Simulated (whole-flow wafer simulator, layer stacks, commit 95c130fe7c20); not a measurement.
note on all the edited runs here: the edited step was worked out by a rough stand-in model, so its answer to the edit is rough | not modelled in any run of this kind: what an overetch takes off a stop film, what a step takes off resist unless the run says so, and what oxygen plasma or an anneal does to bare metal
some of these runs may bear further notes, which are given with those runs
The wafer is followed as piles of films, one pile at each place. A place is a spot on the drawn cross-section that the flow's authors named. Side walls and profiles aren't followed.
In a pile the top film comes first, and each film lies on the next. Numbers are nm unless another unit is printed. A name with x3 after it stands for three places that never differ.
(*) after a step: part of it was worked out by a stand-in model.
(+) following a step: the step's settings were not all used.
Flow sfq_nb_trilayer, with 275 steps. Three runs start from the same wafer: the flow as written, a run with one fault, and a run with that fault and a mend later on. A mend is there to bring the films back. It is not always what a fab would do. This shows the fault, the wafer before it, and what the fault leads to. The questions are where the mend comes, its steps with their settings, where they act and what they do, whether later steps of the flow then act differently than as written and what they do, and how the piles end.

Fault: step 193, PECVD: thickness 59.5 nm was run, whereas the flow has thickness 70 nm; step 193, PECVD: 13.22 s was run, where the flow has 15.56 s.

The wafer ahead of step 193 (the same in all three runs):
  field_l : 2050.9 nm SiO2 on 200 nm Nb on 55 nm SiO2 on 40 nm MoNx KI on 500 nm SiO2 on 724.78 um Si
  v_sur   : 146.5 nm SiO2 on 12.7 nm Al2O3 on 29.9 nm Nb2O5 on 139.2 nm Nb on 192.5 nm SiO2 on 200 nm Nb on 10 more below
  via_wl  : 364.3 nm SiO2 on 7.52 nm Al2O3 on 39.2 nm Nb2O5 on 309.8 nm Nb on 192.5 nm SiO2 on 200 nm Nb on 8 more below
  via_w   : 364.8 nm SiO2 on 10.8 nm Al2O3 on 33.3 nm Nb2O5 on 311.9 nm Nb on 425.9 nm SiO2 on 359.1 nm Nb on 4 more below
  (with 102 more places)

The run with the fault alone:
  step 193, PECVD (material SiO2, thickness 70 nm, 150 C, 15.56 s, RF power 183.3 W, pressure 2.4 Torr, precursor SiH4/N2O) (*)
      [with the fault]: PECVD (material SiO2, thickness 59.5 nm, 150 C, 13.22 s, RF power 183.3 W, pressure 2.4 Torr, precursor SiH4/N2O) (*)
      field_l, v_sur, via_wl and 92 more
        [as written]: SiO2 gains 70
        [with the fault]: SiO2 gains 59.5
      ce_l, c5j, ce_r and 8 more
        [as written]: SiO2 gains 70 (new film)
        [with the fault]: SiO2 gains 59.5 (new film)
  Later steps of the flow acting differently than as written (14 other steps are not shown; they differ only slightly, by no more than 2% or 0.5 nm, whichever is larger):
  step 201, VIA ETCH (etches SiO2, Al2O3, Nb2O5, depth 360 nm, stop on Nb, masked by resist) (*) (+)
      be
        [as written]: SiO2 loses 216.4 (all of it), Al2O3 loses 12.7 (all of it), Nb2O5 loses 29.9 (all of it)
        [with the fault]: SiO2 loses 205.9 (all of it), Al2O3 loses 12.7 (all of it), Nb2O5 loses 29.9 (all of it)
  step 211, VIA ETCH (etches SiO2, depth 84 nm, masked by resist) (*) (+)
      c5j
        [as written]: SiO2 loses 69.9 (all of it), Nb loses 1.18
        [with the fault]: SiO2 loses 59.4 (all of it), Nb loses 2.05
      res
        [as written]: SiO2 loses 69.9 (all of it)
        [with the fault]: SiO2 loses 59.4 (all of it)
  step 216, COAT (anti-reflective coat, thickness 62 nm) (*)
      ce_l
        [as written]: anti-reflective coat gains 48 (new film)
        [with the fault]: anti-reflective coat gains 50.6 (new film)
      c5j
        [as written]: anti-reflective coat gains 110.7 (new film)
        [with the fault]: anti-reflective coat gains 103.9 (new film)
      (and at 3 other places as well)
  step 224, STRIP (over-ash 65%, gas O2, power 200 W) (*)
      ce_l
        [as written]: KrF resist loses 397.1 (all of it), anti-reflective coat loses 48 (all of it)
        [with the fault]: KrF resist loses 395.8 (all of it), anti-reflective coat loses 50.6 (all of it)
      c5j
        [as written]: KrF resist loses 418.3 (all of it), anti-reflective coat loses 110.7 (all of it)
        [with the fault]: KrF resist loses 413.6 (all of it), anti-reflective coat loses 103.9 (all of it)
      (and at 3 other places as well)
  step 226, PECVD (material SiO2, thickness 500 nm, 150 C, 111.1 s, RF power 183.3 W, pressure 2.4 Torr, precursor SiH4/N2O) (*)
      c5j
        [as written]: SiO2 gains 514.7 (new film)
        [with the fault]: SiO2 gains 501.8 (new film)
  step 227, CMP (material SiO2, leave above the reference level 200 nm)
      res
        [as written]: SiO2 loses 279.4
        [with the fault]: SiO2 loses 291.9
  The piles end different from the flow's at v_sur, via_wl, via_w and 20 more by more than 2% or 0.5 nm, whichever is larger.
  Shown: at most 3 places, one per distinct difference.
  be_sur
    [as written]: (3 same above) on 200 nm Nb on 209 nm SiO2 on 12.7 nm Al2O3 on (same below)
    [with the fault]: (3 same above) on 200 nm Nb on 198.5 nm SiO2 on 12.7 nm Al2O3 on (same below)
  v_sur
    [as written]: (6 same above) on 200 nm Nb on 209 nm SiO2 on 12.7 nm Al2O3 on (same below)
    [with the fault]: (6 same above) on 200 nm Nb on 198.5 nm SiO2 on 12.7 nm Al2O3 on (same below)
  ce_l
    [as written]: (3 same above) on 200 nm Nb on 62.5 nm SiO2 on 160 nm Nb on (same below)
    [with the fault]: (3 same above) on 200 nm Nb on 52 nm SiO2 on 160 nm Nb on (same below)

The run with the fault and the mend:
  The mend stands after step 199.
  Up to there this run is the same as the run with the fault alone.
  step 199a, STRIP (over-ash 65%, gas O2, power 200 W) (*)
      p4_fl x3, p4_w1 x9, p4_g1 x2 and 33 more
        KrF resist loses 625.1 (all of it), anti-reflective coat loses 62 (all of it)
      wl_b_m5, wl_b_sr, wl_c_sl and 12 more
        KrF resist loses 625 (all of it), anti-reflective coat loses 62 (all of it)
      field_l, v_sur, via_wl, via_w
        KrF resist loses 625.7 (all of it), anti-reflective coat loses 62.2 (all of it)
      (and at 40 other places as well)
  step 199b, PECVD (material SiO2, thickness 10.5 nm, 150 C, 2.333 s, RF power 183.3 W, pressure 2.4 Torr, precursor SiH4/N2O) (*) (the flow's step 193 again, with other settings)
      field_l, v_sur, via_wl and 103 more
        SiO2 gains 10.5
  step 199c, COAT (anti-reflective coat, thickness 62 nm) (*) (the flow's step 194 again)
      p4_fl x3, p4_w1 x9, p4_g1 x2 and 50 more
        anti-reflective coat gains 62 (new film)
      via_wr, via_sp, via_v, wire, lsp_r, l0_sur, l0v
        anti-reflective coat gains 62.3 (new film)
      be, be_sur, gap, lsp_m, ln_m6
        anti-reflective coat gains 62.4 (new film)
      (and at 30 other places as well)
  step 199d, COAT (KrF resist, thickness 650 nm) (*) (the flow's step 195 again)
      p4_fl x3, p4_w1 x9, p4_g1 x2 and 33 more
        KrF resist gains 650 (new film)
      wl_b_m5, wl_b_sr, wl_c_sl and 12 more
        KrF resist gains 649.9 (new film)
      v_sur, via_wl, via_w
        KrF resist gains 650.6 (new film)
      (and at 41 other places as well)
  step 199e, SOFTBAKE (KrF resist) (the flow's step 196 again)
      leaves every film unchanged at each place that is followed
  step 199f, EXPOSE (photomask I5, dose 12.41 mJ/cm2, NA 0.6, wavelength 248 nm) (*) (the flow's step 197 again)
      leaves every film unchanged at each place that is followed
  step 199g, PEB (KrF resist, 90 s) (the flow's step 198 again)
      field_l, v_sur, via_wl and 87 more
        KrF resist loses 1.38
      jj_sur, ce_l, sp_r, moat, field_r, wl_jj
        KrF resist loses 1.39
      be_r, r_sur, res, r_end
        KrF resist loses 1.33
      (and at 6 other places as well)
  step 199h, DEVELOP (KrF resist, thickness 650 nm, 60 s) (the flow's step 199 again)
      field_l, v_sur, via_wl and 102 more
        KrF resist loses 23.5
      be
        KrF resist loses 649.8 (all of it)
  Later steps of the flow that are run all act as written at every place that is followed, up to a difference of at most 2% or 0.5 nm, whichever is larger.
  The piles end the same as the flow's at every place that both follow.
